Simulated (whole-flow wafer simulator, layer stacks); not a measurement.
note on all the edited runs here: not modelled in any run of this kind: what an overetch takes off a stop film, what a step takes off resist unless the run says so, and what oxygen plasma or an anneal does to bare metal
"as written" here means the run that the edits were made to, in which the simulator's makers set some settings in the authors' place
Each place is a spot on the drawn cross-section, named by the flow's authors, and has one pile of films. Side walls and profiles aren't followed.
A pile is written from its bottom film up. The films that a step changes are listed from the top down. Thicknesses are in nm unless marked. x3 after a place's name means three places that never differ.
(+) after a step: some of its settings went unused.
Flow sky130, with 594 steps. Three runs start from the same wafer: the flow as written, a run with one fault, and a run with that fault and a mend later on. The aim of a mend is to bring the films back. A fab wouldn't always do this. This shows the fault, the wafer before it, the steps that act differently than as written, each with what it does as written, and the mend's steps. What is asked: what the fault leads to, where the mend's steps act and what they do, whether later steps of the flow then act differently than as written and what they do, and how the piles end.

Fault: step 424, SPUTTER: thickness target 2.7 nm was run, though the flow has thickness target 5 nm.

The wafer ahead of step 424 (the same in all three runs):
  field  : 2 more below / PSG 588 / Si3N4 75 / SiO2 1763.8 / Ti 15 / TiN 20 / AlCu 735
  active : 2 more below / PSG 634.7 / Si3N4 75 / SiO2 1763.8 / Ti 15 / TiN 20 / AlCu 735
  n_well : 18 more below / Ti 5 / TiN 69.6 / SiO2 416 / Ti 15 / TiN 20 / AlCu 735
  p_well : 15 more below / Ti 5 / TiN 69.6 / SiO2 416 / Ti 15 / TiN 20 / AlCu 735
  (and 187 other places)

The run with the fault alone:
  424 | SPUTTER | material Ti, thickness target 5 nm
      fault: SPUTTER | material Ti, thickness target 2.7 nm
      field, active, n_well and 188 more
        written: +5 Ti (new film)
        fault: +2.7 Ti (new film)
  Later steps of the flow acting differently than as written (17 more steps, not shown, differ only slightly: by at most 2% or 0.5 nm, whichever is larger):
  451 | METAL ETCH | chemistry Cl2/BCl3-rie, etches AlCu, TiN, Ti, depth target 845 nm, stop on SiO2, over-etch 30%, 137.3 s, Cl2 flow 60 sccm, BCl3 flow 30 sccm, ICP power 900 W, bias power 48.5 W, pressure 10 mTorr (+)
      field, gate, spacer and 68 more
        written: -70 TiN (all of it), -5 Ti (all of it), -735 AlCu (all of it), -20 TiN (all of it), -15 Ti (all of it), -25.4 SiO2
        fault: -70 TiN (all of it), -2.7 Ti (all of it), -735 AlCu (all of it), -20 TiN (all of it), -15 Ti (all of it), -25.6 SiO2
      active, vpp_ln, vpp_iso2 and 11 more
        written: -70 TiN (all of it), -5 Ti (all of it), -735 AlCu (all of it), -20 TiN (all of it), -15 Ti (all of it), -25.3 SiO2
        fault: -70 TiN (all of it), -2.7 Ti (all of it), -735 AlCu (all of it), -20 TiN (all of it), -15 Ti (all of it), -25.6 SiO2
  The piles end different from the flow's at n_well, p_well, gate_hv and 104 more by more than 2% or 0.5 nm, whichever is larger.
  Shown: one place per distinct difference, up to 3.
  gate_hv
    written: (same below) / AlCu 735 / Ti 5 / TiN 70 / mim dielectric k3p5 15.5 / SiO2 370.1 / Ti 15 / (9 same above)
    fault: (same below) / AlCu 735 / Ti 2.7 / TiN 70 / mim dielectric k3p5 15.5 / SiO2 372.4 / Ti 15 / (9 same above)
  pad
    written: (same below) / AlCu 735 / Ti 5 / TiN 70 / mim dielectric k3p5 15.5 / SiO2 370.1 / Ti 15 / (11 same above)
    fault: (same below) / AlCu 735 / Ti 2.7 / TiN 70 / mim dielectric k3p5 15.5 / SiO2 372.4 / Ti 15 / (11 same above)
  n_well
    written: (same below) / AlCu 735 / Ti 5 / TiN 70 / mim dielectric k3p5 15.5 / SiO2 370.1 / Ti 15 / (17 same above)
    fault: (same below) / AlCu 735 / Ti 2.7 / TiN 70 / mim dielectric k3p5 15.5 / SiO2 372.4 / Ti 15 / (17 same above)

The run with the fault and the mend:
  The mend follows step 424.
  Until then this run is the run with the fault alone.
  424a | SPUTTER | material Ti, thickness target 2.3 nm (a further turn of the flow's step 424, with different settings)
      field, active, n_well and 188 more
        +2.3 Ti
  Later steps of the flow that are run all act as written at every place that is followed.
  The piles end the same as the flow's at every place that both follow.
